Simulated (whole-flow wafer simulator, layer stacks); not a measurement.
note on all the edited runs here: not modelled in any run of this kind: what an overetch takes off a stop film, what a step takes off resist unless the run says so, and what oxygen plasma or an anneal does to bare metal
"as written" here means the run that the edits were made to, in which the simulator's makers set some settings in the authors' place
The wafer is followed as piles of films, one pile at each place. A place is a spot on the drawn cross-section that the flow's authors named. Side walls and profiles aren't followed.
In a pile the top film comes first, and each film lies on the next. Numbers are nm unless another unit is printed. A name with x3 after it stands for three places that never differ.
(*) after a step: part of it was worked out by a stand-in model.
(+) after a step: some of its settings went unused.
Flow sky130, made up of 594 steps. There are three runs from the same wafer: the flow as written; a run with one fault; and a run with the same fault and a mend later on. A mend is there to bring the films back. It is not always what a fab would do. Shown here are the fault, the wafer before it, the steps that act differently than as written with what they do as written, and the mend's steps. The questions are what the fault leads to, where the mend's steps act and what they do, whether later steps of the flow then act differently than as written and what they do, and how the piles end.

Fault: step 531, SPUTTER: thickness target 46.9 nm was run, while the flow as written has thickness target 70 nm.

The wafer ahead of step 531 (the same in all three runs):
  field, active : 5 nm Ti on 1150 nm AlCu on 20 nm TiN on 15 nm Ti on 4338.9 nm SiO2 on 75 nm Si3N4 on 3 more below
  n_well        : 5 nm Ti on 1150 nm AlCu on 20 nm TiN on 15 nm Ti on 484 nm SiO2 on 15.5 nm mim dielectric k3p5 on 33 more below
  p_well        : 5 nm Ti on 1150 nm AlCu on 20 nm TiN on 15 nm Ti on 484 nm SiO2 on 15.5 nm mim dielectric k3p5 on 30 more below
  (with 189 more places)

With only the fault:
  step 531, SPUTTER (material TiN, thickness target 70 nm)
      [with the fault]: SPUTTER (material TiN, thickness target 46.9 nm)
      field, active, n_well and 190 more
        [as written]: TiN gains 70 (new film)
        [with the fault]: TiN gains 46.9 (new film)
  Steps further on in the flow that do not act as written (17 other steps are not shown; they differ only slightly, by no more than 2% or 0.5 nm, whichever is larger):
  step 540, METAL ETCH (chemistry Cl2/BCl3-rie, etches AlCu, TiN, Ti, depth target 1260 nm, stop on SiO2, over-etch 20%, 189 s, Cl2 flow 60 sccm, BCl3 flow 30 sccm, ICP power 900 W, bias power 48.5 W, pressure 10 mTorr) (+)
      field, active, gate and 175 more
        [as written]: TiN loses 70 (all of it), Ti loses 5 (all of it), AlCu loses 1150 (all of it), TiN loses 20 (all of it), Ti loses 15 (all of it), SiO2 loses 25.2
        [with the fault]: TiN loses 46.9 (all of it), Ti loses 5 (all of it), AlCu loses 1150 (all of it), TiN loses 20 (all of it), Ti loses 15 (all of it), SiO2 loses 27.5
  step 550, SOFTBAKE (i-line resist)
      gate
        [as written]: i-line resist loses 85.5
        [with the fault]: i-line resist loses 83.2
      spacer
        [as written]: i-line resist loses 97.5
        [with the fault]: i-line resist loses 94.9
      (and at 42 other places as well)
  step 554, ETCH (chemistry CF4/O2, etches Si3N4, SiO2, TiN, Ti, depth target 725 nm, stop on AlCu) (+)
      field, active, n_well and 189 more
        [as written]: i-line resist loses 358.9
        [with the fault]: i-line resist loses 335.8
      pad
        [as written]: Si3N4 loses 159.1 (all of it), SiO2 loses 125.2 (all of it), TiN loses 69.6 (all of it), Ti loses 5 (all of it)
        [with the fault]: Si3N4 loses 159.1 (all of it), SiO2 loses 125.2 (all of it), TiN loses 46.5 (all of it), Ti loses 5 (all of it)
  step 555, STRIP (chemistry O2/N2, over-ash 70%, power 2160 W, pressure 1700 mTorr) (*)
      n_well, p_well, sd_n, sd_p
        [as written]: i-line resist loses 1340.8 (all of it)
        [with the fault]: i-line resist loses 1384.2 (all of it)
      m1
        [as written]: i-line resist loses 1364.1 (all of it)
        [with the fault]: i-line resist loses 1407.1 (all of it)
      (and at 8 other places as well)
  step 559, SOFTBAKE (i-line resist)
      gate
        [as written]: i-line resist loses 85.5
        [with the fault]: i-line resist loses 83.2
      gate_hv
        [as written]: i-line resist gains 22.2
        [with the fault]: i-line resist gains 21.6
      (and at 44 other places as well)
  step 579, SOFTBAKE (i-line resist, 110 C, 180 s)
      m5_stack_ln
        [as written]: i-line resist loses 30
        [with the fault]: i-line resist loses 29.4
  At n_well, p_well, sd_n and 11 more, the piles at the end differ from the flow's by more than 2% or 0.5 nm, whichever is larger.
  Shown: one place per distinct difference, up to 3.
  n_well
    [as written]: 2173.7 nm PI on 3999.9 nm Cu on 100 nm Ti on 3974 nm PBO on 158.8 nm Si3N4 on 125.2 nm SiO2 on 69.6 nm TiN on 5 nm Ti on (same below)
    [with the fault]: 2176.4 nm PI on 3999.9 nm Cu on 100 nm Ti on 3990.6 nm PBO on 158.8 nm Si3N4 on 125.2 nm SiO2 on 46.5 nm TiN on 5 nm Ti on (same below)
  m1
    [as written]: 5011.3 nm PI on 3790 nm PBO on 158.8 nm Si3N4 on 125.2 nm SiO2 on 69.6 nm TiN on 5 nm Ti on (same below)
    [with the fault]: 5012.5 nm PI on 3809.2 nm PBO on 158.8 nm Si3N4 on 125.2 nm SiO2 on 46.5 nm TiN on 5 nm Ti on (same below)
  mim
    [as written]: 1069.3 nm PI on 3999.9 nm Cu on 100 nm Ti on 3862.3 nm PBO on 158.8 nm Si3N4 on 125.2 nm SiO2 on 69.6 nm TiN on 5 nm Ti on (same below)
    [with the fault]: 1071.4 nm PI on 3999.9 nm Cu on 100 nm Ti on 3880.1 nm PBO on 158.8 nm Si3N4 on 125.2 nm SiO2 on 46.5 nm TiN on 5 nm Ti on (same below)

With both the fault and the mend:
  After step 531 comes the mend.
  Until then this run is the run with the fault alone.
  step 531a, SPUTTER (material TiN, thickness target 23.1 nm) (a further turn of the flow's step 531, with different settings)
      field, active, n_well and 190 more
        TiN gains 23.1
  None of the later steps of the flow acts differently than as written at any place that is followed.
  At every place that both follow, the piles at the end match the flow's.
